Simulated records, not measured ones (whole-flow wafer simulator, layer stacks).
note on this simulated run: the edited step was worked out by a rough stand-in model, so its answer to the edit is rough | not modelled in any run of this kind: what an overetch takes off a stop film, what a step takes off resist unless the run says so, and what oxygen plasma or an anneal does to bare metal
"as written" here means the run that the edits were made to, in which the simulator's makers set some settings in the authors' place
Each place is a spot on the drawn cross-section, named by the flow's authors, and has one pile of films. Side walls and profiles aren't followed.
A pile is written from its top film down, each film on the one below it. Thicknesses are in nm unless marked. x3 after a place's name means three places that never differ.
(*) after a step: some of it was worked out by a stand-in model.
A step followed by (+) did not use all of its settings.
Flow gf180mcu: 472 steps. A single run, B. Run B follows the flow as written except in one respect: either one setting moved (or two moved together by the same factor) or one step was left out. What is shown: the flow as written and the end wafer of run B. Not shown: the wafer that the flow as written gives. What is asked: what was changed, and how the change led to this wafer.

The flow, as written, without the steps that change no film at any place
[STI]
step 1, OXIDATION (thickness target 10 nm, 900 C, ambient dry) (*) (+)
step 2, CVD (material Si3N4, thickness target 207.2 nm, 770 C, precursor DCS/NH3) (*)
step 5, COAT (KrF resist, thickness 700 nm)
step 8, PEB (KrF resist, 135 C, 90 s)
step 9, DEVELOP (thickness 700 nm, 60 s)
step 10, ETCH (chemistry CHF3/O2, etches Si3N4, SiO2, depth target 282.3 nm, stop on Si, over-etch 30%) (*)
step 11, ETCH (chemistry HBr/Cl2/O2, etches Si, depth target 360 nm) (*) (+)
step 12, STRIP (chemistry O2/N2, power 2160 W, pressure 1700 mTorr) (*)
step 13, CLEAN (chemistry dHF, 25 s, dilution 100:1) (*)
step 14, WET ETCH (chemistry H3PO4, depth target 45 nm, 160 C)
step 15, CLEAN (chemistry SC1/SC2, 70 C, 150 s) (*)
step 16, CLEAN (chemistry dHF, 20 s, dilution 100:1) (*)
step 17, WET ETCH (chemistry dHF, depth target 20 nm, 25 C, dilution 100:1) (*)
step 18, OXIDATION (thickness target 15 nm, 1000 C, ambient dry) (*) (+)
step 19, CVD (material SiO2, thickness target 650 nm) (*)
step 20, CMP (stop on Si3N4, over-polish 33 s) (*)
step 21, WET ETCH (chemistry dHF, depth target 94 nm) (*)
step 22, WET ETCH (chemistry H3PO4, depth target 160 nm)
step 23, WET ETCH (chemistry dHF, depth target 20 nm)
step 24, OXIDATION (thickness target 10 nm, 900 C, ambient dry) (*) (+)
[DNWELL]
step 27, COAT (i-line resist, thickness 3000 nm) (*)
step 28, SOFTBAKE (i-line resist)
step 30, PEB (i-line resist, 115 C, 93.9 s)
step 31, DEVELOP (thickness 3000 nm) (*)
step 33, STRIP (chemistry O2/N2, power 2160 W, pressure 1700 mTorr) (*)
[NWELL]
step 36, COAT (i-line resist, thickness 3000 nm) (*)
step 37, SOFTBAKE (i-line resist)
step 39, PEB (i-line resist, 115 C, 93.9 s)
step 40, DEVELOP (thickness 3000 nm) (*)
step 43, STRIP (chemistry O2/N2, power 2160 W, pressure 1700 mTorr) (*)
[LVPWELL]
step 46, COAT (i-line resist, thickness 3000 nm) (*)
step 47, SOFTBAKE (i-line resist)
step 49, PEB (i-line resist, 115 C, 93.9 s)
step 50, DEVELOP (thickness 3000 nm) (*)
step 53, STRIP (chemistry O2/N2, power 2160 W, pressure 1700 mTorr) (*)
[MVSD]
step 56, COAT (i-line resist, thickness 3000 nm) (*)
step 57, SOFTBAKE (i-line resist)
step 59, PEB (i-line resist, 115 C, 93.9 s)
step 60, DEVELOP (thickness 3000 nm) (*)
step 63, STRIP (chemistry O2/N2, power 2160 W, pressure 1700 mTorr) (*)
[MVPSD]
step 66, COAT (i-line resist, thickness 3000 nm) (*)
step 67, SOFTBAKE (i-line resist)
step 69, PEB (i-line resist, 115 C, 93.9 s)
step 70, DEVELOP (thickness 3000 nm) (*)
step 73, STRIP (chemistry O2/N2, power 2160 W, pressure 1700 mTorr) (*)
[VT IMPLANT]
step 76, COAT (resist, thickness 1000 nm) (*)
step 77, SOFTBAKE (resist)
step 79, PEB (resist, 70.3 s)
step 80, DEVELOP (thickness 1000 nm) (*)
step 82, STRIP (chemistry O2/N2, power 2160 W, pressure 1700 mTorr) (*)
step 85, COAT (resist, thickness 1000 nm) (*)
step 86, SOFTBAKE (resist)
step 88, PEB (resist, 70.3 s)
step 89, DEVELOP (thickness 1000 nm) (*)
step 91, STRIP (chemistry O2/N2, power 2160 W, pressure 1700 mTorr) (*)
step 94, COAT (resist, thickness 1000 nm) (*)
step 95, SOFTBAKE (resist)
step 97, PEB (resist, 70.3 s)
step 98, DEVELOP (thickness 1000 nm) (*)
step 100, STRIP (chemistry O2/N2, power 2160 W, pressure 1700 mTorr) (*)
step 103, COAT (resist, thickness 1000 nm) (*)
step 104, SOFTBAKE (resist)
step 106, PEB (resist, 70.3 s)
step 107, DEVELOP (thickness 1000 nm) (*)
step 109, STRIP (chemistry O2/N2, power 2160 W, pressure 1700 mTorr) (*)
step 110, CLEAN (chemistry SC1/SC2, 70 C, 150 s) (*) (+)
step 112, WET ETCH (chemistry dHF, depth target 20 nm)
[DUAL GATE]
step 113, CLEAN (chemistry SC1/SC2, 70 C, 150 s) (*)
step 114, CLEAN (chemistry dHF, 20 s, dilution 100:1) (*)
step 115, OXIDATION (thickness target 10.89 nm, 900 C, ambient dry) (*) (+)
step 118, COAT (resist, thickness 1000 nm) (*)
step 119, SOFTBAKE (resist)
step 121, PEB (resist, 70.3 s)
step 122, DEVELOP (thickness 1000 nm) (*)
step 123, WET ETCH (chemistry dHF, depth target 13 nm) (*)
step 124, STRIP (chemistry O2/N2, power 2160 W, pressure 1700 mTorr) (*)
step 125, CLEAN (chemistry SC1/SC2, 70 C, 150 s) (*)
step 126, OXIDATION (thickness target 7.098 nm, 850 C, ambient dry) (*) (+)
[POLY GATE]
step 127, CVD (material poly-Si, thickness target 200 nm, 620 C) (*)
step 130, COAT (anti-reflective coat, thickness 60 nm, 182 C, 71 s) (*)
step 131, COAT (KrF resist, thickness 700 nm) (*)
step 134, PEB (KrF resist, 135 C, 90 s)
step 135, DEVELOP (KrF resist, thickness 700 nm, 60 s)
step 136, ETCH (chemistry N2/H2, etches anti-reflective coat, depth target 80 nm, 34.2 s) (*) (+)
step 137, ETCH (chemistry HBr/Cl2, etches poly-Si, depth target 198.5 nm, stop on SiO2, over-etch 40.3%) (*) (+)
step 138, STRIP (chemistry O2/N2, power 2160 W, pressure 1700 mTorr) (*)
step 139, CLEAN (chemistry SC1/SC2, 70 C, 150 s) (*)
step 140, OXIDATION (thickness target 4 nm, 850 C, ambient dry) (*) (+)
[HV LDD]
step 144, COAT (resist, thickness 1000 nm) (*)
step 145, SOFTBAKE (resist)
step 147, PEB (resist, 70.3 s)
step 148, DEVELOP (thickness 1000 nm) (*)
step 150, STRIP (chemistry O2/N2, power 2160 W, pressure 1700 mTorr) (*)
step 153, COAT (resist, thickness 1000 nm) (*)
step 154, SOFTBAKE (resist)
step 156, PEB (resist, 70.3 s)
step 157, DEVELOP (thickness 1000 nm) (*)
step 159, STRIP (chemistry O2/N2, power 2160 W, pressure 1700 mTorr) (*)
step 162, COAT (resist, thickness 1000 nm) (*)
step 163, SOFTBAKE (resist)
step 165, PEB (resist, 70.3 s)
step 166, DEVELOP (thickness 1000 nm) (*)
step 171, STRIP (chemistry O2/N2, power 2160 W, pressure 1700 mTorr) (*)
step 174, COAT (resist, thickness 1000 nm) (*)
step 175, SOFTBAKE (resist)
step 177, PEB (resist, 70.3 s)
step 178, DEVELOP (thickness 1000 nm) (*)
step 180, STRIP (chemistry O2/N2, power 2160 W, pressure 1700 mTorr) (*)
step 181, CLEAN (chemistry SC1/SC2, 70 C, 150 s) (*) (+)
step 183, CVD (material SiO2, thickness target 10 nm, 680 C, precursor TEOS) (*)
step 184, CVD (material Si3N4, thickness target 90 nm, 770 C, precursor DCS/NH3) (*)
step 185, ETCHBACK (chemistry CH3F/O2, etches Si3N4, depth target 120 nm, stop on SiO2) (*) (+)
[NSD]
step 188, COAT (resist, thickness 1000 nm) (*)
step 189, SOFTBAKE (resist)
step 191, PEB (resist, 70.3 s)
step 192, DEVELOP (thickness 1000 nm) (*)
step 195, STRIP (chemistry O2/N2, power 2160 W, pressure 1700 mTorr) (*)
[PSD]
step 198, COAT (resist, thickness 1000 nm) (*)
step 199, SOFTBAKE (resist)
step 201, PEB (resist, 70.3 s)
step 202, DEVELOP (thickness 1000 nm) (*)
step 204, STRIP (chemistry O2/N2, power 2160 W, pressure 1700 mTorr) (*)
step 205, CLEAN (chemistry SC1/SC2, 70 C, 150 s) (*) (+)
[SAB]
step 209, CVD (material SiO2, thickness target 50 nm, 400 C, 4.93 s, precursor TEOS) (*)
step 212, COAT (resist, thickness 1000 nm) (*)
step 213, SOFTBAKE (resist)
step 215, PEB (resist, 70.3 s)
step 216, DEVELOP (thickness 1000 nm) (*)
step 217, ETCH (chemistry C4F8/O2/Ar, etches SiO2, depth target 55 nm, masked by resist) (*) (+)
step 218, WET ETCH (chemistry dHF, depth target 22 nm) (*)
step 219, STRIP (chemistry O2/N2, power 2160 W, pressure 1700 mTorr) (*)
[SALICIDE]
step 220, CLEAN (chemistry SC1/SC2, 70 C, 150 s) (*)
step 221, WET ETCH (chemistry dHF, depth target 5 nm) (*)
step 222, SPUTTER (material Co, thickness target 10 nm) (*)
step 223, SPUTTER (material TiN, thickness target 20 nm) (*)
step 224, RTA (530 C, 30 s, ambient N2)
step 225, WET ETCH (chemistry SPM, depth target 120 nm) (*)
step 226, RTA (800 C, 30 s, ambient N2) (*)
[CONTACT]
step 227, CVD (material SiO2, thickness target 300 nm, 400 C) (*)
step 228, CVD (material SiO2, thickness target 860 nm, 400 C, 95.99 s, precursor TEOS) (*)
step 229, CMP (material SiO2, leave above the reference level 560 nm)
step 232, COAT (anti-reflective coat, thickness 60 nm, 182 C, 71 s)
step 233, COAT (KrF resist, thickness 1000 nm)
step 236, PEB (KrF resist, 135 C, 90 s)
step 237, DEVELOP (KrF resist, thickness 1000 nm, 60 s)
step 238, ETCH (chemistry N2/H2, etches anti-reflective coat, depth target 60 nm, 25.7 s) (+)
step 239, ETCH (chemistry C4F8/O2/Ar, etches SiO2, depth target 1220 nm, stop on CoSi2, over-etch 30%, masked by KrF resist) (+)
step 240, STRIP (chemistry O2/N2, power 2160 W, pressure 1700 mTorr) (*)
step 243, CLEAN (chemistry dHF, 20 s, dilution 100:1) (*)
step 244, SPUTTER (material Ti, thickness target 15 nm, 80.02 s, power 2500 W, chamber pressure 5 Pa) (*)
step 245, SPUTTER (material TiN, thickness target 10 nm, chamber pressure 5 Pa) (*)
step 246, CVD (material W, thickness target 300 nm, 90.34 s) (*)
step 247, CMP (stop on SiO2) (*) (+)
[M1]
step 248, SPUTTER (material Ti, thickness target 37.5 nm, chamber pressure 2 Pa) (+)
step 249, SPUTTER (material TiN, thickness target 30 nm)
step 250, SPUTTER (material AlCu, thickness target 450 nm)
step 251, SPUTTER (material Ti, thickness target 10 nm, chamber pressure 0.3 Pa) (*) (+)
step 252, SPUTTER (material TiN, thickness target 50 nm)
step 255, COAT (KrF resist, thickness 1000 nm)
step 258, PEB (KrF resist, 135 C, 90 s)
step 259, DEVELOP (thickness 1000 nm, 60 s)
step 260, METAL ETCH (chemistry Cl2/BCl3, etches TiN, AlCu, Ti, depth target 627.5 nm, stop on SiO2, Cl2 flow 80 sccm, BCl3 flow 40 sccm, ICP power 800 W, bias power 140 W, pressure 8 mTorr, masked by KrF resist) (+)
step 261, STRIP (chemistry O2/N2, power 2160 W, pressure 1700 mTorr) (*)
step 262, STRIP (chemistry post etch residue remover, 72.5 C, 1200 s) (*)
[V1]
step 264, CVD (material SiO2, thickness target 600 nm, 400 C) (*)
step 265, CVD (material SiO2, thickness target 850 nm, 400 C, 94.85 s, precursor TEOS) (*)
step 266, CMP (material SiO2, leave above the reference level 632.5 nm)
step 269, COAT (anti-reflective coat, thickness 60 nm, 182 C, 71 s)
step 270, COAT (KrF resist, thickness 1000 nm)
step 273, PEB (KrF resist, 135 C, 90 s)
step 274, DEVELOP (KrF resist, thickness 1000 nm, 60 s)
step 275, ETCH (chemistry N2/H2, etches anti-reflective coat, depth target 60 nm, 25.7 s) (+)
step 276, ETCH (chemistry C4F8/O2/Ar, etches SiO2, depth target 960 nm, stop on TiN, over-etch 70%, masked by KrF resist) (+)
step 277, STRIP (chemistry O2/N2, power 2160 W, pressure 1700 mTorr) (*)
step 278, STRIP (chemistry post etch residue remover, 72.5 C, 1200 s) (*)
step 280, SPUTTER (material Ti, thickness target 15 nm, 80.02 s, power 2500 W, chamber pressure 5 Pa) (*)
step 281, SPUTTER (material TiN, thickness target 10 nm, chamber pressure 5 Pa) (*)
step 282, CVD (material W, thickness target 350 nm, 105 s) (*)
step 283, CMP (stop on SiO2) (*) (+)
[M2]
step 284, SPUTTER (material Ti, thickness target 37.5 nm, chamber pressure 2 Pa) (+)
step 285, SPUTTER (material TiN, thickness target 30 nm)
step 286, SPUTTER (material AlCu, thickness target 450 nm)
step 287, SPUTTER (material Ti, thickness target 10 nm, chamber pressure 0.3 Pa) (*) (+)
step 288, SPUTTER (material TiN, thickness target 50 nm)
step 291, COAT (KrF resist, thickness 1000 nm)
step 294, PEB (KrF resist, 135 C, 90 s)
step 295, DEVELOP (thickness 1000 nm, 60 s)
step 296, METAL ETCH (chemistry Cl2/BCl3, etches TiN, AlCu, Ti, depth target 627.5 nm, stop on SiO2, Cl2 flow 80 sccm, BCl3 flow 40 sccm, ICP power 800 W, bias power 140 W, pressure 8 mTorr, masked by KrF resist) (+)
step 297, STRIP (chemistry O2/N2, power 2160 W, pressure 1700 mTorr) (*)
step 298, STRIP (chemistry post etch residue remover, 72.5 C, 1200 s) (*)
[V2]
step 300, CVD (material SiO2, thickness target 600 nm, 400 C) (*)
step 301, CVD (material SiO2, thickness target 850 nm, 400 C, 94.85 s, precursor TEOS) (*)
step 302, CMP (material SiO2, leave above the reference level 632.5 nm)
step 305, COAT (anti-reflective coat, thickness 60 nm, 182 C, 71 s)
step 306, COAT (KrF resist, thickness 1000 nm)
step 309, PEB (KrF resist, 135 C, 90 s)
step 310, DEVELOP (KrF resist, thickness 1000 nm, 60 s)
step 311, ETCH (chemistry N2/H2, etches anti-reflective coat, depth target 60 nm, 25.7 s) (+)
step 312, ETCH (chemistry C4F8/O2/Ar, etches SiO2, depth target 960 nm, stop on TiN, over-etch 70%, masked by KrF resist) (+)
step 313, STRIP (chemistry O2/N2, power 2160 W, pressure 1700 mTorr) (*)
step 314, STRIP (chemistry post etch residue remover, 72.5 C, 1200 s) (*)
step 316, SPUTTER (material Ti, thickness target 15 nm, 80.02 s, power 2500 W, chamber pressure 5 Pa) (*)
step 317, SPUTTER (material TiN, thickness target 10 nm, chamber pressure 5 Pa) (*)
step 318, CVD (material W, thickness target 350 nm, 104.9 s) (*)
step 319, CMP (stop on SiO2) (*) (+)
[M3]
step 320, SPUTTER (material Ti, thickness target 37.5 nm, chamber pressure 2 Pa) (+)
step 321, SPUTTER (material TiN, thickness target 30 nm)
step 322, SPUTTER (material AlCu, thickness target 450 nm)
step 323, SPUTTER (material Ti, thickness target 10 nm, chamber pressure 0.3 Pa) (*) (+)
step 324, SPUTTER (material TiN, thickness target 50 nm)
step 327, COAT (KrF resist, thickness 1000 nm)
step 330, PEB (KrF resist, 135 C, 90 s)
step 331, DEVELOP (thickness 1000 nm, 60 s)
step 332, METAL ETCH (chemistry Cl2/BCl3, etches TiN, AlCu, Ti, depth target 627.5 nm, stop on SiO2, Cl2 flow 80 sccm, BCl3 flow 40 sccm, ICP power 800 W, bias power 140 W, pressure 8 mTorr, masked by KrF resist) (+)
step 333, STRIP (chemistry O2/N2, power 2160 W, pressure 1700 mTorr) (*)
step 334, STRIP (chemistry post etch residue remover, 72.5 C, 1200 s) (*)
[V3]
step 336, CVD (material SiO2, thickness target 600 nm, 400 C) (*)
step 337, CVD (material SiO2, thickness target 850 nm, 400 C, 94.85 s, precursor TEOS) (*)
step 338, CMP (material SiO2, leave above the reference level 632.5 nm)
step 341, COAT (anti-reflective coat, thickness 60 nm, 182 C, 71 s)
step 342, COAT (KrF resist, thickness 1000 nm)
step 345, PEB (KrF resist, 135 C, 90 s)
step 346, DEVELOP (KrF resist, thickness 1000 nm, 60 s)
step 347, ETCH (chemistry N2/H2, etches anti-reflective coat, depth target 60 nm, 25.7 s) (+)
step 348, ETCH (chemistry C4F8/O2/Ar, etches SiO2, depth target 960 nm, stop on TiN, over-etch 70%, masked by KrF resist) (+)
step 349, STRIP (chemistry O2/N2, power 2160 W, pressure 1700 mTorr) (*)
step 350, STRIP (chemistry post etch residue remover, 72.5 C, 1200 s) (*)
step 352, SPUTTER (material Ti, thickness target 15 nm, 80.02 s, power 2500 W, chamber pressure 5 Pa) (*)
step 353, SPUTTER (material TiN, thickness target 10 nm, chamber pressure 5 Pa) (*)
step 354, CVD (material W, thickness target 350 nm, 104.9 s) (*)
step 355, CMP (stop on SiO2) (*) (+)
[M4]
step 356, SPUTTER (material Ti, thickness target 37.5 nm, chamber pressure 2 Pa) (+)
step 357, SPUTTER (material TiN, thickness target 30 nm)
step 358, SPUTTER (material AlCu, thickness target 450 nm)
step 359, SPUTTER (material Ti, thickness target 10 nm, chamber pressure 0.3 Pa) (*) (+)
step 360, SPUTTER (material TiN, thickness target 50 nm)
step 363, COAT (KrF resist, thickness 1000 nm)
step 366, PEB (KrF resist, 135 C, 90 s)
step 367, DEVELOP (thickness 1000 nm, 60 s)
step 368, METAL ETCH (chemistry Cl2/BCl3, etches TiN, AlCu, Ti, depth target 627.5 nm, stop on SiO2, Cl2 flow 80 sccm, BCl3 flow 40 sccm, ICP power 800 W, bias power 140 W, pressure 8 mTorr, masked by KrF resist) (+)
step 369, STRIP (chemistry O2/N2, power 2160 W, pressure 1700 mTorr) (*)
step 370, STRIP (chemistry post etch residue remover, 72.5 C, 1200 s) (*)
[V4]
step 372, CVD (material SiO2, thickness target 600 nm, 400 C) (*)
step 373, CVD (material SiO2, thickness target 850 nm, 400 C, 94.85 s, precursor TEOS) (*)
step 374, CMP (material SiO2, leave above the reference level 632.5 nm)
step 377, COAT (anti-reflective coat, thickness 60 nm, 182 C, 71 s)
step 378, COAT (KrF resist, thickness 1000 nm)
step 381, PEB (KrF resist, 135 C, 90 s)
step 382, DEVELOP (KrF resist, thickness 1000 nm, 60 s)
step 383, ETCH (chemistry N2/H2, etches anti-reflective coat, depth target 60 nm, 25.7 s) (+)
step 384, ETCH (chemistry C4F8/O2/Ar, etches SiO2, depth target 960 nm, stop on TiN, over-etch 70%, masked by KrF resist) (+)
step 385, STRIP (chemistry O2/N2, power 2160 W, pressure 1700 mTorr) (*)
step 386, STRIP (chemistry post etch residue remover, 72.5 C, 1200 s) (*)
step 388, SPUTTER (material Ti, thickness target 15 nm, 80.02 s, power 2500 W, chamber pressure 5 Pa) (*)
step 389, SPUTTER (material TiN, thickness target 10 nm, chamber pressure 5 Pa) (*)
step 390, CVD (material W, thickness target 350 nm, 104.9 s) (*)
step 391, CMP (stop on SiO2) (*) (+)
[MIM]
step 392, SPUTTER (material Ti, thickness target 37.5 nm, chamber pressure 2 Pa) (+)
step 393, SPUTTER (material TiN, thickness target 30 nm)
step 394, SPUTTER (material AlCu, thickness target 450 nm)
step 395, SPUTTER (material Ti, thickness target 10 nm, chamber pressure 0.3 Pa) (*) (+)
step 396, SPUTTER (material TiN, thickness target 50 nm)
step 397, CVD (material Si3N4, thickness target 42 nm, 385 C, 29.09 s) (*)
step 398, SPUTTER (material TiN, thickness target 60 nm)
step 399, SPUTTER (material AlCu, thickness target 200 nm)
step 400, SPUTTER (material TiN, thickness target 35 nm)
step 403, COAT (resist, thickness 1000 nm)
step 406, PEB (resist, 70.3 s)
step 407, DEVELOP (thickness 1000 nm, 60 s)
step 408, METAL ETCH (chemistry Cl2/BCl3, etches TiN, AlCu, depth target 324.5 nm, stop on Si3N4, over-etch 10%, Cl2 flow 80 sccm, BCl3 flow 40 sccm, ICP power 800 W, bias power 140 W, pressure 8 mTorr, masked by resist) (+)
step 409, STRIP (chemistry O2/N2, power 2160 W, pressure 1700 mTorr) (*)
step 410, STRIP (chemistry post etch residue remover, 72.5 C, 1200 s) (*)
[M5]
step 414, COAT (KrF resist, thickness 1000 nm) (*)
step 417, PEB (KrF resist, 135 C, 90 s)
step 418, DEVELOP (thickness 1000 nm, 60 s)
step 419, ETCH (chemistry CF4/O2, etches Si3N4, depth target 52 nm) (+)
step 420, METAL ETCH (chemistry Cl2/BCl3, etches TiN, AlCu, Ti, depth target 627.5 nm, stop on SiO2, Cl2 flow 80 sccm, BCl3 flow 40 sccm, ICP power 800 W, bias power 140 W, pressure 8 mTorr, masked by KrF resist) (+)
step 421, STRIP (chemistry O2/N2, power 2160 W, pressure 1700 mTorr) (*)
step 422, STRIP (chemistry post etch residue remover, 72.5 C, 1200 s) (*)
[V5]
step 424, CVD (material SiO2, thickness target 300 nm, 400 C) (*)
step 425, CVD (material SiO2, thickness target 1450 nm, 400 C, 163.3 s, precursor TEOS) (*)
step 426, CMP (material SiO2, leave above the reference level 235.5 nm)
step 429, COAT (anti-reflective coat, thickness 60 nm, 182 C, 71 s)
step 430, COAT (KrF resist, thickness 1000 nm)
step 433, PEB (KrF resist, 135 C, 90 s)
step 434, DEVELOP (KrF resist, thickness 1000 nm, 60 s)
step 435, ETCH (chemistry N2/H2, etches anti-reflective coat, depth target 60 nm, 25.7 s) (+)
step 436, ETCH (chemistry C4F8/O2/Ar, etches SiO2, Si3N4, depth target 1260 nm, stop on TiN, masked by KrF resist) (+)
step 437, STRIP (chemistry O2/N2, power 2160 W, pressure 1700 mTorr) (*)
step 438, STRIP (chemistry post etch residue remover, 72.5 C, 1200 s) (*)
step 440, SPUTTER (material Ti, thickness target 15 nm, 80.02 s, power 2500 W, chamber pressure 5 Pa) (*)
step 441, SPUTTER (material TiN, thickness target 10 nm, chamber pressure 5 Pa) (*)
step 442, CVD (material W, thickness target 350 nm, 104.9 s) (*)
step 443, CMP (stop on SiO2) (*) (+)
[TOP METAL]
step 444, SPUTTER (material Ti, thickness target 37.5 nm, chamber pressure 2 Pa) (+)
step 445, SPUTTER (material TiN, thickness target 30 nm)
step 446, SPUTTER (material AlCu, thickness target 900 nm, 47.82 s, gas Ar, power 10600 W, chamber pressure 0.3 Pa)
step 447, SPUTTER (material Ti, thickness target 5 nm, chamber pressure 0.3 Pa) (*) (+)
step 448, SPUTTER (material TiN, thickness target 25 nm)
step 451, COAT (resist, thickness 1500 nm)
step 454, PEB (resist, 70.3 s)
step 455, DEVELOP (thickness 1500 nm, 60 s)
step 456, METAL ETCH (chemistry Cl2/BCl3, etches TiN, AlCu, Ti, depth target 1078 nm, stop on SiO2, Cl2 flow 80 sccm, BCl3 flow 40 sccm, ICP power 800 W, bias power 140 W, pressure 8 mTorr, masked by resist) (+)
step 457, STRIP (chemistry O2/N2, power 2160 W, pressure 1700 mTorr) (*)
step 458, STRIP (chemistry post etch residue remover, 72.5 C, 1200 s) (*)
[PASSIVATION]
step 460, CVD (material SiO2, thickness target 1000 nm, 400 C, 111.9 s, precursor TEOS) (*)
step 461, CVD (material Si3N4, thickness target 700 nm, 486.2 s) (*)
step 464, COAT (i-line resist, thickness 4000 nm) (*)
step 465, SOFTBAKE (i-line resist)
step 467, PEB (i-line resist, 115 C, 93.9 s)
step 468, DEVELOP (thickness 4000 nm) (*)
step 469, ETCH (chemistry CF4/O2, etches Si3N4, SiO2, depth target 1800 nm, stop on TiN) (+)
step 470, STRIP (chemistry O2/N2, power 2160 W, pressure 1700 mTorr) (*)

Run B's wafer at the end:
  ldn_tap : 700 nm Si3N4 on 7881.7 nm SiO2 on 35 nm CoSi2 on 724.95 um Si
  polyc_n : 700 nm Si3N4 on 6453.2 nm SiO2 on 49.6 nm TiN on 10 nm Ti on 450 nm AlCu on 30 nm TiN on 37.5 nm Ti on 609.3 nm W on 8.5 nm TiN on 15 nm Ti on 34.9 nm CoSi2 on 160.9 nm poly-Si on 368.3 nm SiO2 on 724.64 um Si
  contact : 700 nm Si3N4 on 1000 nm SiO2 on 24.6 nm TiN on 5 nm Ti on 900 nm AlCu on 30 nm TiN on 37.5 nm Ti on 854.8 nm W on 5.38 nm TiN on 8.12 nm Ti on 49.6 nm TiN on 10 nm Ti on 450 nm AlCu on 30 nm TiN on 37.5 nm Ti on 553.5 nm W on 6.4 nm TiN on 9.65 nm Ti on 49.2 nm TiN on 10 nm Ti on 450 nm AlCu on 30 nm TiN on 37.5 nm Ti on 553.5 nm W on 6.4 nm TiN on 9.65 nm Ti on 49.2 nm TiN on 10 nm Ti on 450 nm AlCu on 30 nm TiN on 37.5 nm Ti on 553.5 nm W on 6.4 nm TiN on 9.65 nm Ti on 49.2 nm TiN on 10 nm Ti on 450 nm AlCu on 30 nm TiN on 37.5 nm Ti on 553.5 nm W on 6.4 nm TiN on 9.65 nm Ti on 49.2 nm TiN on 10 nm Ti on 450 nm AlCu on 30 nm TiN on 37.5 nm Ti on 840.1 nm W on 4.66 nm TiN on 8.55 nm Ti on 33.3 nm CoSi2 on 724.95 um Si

The reason: step 245, SPUTTER: thickness target 8.5 nm was run, though the flow has thickness target 10 nm.
One can read it off the wafer: polyc_n has TiN 8.5, and step 245 as written asks for 10 nm.

How this came from the change, step by step:
  step 245, SPUTTER (material TiN, thickness target 10 nm, chamber pressure 5 Pa) (*)
      field, field__w1, field__w2 and 107 more: TiN gains 8.5 (new film) (in the flow as written it would be: TiN gains 10 (new film))
      contact: TiN gains 4.66 (new film) (in the flow as written it would be: TiN gains 5.48 (new film))
  step 247, CMP (stop on SiO2) (*) (+)
      field, field__w1, field__w2 and 105 more: W loses 300 (all of it), TiN loses 8.5 (all of it), Ti loses 15 (all of it), SiO2 loses 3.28 (in the flow as written it would be: W loses 300 (all of it), TiN loses 10 (all of it), Ti loses 15 (all of it), SiO2 loses 3.29)
